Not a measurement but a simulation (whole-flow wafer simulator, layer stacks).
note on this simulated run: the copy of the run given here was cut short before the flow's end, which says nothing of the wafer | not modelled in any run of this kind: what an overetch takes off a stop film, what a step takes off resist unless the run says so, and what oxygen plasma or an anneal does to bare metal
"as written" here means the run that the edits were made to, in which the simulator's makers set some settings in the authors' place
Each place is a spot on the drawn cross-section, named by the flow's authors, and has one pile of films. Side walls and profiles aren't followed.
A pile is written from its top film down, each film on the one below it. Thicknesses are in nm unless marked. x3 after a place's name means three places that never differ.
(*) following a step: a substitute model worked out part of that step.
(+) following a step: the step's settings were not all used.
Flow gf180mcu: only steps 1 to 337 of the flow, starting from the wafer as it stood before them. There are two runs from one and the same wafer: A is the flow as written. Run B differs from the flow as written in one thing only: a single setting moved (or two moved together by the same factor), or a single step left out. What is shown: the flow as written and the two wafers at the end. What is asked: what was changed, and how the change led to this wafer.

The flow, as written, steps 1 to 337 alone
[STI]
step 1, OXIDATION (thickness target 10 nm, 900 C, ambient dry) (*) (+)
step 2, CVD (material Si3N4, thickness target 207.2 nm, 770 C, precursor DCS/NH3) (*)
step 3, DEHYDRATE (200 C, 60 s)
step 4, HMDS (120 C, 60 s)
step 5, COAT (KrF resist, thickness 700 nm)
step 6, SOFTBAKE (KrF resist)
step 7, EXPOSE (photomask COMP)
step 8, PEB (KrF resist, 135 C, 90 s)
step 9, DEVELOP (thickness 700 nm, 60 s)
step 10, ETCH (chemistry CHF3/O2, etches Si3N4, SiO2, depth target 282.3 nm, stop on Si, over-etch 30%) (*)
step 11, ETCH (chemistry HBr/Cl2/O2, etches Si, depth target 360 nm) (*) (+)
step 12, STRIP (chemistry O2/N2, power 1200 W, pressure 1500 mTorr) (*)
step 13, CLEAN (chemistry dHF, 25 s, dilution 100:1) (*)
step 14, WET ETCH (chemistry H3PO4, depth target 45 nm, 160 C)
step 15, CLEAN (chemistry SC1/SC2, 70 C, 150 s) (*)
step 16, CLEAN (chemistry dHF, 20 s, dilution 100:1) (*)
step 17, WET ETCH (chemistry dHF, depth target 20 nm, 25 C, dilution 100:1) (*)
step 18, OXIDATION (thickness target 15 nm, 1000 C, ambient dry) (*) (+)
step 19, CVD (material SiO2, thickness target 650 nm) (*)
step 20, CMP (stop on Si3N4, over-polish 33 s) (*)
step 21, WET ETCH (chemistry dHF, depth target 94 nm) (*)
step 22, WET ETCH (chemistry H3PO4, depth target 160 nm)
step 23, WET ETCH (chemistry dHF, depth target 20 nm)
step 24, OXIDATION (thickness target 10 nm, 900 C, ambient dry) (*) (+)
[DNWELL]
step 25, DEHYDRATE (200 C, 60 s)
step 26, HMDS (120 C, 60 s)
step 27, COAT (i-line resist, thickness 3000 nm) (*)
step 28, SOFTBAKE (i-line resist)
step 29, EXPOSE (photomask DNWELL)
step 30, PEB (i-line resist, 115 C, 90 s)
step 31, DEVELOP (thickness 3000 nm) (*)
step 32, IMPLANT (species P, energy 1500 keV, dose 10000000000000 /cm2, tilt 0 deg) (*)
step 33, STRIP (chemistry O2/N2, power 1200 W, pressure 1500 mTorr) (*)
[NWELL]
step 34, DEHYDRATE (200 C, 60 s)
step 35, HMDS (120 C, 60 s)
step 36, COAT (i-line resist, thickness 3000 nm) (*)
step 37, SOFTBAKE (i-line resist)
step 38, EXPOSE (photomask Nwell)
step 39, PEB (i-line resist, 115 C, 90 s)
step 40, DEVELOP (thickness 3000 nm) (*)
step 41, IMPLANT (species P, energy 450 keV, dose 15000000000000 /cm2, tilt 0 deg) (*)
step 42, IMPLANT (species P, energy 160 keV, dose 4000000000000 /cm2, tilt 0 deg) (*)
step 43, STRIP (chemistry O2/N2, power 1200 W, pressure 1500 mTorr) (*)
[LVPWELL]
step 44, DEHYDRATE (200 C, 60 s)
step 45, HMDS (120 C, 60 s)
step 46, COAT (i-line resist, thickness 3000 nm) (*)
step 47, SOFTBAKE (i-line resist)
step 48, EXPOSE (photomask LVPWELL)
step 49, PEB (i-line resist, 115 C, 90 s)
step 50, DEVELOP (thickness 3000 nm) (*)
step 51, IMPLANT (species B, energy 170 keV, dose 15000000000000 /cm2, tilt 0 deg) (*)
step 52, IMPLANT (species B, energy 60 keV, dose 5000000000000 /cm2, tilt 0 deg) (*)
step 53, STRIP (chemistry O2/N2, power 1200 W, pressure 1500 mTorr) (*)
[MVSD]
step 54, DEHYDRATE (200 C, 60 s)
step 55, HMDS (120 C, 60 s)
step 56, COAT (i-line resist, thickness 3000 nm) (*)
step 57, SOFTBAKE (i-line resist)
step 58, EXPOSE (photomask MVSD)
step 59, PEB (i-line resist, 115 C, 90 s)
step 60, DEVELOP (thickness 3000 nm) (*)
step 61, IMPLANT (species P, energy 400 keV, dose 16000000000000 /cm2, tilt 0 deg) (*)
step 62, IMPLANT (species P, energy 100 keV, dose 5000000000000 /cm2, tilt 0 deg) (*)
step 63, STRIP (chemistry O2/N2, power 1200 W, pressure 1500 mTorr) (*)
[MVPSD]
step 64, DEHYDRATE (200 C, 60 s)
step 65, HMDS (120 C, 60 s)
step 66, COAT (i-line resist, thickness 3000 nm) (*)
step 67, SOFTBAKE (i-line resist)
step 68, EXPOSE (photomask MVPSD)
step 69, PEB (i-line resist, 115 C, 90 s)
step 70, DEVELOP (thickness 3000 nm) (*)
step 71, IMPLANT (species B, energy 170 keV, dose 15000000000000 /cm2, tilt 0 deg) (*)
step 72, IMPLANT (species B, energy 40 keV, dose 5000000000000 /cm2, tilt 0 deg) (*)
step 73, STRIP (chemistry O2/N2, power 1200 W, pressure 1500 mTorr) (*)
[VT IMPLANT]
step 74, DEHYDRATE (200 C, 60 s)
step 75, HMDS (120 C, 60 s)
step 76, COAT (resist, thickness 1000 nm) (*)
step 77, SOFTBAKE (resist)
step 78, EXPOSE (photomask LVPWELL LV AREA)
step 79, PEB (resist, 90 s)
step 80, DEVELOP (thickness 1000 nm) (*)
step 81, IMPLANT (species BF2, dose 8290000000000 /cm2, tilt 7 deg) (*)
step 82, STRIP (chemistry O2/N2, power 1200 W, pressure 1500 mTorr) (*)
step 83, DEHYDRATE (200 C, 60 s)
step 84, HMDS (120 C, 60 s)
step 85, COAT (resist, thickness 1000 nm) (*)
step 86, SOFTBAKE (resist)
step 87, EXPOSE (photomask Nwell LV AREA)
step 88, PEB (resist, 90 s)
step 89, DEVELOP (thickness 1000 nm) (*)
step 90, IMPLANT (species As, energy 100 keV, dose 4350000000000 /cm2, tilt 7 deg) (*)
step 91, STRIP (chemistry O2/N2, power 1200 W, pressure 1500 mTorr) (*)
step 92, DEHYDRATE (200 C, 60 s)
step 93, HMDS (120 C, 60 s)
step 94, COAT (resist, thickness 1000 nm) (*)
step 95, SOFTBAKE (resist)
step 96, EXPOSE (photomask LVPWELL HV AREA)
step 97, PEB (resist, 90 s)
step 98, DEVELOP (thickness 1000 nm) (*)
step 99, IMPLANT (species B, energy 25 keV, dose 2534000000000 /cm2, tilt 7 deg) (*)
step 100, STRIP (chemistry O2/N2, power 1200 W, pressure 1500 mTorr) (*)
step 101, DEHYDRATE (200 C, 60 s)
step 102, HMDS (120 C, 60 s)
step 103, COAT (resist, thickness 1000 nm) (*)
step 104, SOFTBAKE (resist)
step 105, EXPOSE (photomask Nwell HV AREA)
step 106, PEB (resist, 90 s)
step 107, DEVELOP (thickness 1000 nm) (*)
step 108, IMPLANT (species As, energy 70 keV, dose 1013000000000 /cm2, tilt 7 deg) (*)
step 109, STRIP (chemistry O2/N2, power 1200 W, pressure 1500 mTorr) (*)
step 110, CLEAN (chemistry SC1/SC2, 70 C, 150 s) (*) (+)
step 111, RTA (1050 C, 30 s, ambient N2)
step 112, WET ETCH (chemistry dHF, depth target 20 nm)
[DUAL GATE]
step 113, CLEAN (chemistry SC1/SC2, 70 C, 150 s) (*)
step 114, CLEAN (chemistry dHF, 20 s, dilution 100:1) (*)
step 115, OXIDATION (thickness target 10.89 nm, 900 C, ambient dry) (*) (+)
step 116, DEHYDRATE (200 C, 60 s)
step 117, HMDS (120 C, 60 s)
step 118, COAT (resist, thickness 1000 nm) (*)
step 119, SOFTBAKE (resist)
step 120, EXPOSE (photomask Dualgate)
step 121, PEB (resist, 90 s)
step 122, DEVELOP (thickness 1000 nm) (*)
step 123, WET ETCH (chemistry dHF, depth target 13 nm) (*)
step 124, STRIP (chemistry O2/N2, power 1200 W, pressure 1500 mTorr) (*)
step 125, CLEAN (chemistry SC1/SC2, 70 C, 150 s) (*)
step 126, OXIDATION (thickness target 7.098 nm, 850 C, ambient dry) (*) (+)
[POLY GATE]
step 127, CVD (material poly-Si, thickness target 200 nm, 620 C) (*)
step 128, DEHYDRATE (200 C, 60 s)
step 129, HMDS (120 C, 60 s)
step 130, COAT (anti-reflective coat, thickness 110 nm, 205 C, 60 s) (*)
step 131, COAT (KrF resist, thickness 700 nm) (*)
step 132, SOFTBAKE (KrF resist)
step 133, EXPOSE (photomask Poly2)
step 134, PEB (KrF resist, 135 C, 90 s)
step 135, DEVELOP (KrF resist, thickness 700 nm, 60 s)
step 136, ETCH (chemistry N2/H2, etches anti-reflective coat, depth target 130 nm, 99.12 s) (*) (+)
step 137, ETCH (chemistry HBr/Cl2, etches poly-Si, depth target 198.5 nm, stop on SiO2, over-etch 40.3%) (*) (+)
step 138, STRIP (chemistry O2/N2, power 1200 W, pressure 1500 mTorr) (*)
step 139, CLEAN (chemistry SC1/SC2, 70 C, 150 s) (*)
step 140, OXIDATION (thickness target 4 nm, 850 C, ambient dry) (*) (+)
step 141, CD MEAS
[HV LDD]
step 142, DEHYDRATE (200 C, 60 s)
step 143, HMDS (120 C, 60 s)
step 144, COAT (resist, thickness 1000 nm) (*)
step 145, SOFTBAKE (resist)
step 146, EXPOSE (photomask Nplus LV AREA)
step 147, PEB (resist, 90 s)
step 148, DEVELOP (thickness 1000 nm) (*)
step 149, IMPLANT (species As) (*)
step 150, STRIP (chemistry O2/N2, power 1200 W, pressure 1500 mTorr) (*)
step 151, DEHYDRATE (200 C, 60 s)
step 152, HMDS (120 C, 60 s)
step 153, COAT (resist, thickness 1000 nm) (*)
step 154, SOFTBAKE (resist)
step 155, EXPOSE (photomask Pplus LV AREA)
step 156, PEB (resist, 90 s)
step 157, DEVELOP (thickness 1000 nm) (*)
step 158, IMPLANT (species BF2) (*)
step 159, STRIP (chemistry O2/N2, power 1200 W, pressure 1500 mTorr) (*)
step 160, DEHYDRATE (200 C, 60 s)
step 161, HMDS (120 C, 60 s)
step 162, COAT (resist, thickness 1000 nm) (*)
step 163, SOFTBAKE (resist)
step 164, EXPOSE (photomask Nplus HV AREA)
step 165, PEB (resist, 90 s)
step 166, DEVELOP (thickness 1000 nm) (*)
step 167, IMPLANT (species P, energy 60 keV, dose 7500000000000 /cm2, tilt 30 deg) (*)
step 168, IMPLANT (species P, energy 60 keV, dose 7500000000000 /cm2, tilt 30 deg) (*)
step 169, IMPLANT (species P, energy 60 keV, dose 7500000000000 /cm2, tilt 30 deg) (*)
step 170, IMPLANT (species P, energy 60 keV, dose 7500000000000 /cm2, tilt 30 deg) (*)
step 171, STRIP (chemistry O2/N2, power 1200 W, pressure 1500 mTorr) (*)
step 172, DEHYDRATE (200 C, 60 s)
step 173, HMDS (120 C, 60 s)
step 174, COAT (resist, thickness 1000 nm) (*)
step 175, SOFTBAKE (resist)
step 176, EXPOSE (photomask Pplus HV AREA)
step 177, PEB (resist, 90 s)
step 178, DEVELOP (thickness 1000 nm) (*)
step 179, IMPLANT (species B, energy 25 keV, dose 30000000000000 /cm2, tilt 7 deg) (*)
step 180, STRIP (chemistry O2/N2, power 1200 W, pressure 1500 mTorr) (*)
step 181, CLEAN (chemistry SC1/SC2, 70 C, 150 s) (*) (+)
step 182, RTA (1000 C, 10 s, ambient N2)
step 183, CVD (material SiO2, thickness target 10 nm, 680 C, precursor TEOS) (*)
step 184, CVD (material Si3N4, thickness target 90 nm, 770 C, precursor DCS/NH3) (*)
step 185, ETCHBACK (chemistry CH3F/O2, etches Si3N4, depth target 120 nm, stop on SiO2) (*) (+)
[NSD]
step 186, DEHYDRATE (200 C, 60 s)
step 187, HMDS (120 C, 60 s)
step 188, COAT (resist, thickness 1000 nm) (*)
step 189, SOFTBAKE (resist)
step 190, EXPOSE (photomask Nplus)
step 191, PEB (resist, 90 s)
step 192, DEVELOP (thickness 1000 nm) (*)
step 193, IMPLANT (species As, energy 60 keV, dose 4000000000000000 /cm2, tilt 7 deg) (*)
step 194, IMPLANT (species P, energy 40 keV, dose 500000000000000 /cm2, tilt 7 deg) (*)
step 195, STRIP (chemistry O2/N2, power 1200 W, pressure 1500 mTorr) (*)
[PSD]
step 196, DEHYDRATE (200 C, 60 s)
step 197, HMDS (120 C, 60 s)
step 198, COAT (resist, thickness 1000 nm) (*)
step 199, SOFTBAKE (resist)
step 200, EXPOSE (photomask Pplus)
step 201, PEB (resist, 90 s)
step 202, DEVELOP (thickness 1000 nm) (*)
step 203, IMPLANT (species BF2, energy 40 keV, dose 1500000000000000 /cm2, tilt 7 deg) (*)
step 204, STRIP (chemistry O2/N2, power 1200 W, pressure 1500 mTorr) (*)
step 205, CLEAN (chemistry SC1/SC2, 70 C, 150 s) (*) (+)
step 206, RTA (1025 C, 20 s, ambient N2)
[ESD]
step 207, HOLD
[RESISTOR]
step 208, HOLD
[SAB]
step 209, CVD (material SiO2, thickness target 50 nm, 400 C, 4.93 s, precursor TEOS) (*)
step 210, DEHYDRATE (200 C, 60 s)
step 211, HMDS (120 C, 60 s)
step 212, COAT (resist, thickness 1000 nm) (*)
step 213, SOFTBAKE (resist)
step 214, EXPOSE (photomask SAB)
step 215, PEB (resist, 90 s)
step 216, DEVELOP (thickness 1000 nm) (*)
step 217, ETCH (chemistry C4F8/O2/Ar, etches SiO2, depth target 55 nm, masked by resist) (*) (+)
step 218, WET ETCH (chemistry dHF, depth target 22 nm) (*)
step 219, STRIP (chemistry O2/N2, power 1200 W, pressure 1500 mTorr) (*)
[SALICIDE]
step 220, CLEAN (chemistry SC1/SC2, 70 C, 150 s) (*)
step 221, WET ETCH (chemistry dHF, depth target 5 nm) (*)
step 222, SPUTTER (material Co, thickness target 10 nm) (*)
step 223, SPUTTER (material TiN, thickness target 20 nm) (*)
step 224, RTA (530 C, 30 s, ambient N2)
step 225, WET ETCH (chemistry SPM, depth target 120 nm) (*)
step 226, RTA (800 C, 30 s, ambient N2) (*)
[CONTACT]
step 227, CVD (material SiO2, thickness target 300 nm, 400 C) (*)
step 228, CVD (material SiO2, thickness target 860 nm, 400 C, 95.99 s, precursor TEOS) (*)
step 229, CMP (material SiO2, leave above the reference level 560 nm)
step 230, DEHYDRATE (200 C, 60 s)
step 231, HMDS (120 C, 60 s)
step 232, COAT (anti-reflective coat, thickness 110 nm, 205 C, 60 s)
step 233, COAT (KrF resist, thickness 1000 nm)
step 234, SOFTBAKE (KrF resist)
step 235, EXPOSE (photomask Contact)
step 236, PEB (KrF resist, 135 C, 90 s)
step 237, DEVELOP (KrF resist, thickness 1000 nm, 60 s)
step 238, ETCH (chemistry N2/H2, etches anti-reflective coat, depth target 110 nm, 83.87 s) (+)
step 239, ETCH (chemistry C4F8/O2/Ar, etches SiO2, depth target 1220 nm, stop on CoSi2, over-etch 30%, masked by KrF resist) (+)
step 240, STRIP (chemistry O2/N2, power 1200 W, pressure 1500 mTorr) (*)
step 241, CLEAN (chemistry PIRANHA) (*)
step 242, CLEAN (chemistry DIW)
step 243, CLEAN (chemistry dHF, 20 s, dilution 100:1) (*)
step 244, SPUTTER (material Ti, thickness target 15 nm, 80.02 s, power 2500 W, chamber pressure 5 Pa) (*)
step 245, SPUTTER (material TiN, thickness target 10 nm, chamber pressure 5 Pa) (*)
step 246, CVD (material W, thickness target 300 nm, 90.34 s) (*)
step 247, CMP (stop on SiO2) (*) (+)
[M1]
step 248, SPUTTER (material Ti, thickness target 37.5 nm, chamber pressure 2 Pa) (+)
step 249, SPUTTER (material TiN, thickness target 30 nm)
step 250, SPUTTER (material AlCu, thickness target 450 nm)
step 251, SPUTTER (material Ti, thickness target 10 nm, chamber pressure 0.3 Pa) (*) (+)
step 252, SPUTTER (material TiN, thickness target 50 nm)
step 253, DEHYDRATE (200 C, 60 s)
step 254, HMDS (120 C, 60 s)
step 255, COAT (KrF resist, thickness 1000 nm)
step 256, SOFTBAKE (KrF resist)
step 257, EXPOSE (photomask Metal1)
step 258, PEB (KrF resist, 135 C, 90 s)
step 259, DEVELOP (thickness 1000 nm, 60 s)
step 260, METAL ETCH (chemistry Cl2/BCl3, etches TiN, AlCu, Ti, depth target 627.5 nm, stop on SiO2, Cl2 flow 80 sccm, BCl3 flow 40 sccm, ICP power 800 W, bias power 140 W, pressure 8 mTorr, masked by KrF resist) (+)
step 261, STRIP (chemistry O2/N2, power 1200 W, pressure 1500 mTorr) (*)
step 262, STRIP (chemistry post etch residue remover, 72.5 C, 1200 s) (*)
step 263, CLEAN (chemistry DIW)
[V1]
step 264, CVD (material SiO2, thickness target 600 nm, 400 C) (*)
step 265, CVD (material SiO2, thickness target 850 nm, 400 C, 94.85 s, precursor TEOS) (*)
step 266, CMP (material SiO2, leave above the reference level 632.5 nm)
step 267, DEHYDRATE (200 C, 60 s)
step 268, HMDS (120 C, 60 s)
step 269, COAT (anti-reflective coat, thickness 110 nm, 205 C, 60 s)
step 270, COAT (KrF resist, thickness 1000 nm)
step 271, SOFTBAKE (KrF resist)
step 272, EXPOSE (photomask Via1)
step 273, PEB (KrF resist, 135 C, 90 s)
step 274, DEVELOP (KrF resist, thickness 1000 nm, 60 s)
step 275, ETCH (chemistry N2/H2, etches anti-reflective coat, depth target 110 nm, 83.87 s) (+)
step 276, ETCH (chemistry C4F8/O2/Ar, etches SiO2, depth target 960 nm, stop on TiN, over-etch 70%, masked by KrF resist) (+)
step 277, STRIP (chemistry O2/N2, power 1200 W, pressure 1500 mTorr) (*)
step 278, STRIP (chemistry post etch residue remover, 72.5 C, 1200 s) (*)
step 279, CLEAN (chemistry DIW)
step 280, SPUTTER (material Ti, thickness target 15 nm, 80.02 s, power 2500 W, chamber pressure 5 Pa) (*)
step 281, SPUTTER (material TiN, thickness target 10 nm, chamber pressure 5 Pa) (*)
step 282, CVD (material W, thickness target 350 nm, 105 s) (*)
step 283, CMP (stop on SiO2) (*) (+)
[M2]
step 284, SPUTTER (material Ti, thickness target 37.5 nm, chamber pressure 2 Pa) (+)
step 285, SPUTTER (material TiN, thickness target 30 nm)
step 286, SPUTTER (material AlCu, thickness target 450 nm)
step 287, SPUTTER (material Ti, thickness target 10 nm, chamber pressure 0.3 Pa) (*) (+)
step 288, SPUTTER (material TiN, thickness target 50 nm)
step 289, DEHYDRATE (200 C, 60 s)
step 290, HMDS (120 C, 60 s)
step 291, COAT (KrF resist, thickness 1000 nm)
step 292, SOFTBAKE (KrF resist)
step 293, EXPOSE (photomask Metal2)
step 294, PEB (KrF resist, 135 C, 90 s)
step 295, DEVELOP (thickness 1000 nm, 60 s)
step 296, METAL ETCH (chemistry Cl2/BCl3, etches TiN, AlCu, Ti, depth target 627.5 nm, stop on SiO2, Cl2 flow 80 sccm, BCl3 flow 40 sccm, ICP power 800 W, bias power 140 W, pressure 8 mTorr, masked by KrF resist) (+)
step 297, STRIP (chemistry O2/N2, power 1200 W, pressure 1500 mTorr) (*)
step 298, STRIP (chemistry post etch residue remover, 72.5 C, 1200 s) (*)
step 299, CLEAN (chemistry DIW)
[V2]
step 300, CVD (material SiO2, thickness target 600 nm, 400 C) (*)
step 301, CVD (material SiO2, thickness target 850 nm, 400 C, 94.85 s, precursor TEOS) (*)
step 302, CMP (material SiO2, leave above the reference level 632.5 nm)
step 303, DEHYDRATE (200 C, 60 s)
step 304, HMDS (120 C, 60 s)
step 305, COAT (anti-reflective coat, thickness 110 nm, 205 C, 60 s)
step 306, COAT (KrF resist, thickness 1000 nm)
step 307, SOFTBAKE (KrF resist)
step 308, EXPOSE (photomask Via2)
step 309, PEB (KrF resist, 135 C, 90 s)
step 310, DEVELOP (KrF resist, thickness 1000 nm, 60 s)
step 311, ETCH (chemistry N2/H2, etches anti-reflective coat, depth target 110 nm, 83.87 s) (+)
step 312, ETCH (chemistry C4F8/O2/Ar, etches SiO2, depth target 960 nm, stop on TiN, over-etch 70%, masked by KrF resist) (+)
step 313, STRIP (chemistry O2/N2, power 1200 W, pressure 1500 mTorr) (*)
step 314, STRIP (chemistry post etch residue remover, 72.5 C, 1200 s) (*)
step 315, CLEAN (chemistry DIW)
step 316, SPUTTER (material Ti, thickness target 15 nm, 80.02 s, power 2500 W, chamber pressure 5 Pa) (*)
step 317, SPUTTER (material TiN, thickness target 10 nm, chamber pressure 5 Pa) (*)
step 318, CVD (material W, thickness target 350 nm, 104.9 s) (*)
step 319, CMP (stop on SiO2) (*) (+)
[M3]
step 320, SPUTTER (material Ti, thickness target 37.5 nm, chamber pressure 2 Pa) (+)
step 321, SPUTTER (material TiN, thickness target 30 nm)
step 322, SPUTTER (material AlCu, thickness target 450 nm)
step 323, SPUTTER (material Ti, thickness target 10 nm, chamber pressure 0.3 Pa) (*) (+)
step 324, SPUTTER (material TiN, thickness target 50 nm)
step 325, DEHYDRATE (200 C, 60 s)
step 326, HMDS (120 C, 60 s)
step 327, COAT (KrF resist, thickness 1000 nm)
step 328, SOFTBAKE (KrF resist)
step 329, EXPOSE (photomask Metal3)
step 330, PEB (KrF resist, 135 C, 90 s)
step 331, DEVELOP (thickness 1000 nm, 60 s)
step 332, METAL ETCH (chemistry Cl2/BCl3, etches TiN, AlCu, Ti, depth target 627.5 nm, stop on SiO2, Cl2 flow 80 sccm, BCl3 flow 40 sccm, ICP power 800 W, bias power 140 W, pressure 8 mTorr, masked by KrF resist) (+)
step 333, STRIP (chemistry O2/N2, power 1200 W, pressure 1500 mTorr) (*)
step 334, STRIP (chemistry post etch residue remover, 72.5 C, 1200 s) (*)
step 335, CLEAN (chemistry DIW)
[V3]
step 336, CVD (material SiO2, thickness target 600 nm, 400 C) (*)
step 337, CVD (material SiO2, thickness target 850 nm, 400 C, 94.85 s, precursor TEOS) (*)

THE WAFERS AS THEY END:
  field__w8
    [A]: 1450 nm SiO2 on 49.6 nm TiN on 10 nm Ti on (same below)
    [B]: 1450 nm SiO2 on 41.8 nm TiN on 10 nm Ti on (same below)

Cause: step 324, SPUTTER: thickness target 42.2 nm was run, whereas the flow has thickness target 50 nm.

The path from the change to this, step by step:
  step 324, SPUTTER (material TiN, thickness target 50 nm)
      field, field__w1, field__w2 and 108 more: A +50 TiN (new film) | B +42.2 TiN (new film)
  step 332, METAL ETCH (chemistry Cl2/BCl3, etches TiN, AlCu, Ti, depth target 627.5 nm, stop on SiO2, Cl2 flow 80 sccm, BCl3 flow 40 sccm, ICP power 800 W, bias power 140 W, pressure 8 mTorr, masked by KrF resist) (+)
      field, field__w1, field__w2 and 103 more: A -50 TiN (all of it), -10 Ti (all of it), -450 AlCu (all of it), -30 TiN (all of it), -37.5 Ti (all of it) | B -42.2 TiN (all of it), -10 Ti (all of it), -450 AlCu (all of it), -30 TiN (all of it), -37.5 Ti (all of it)
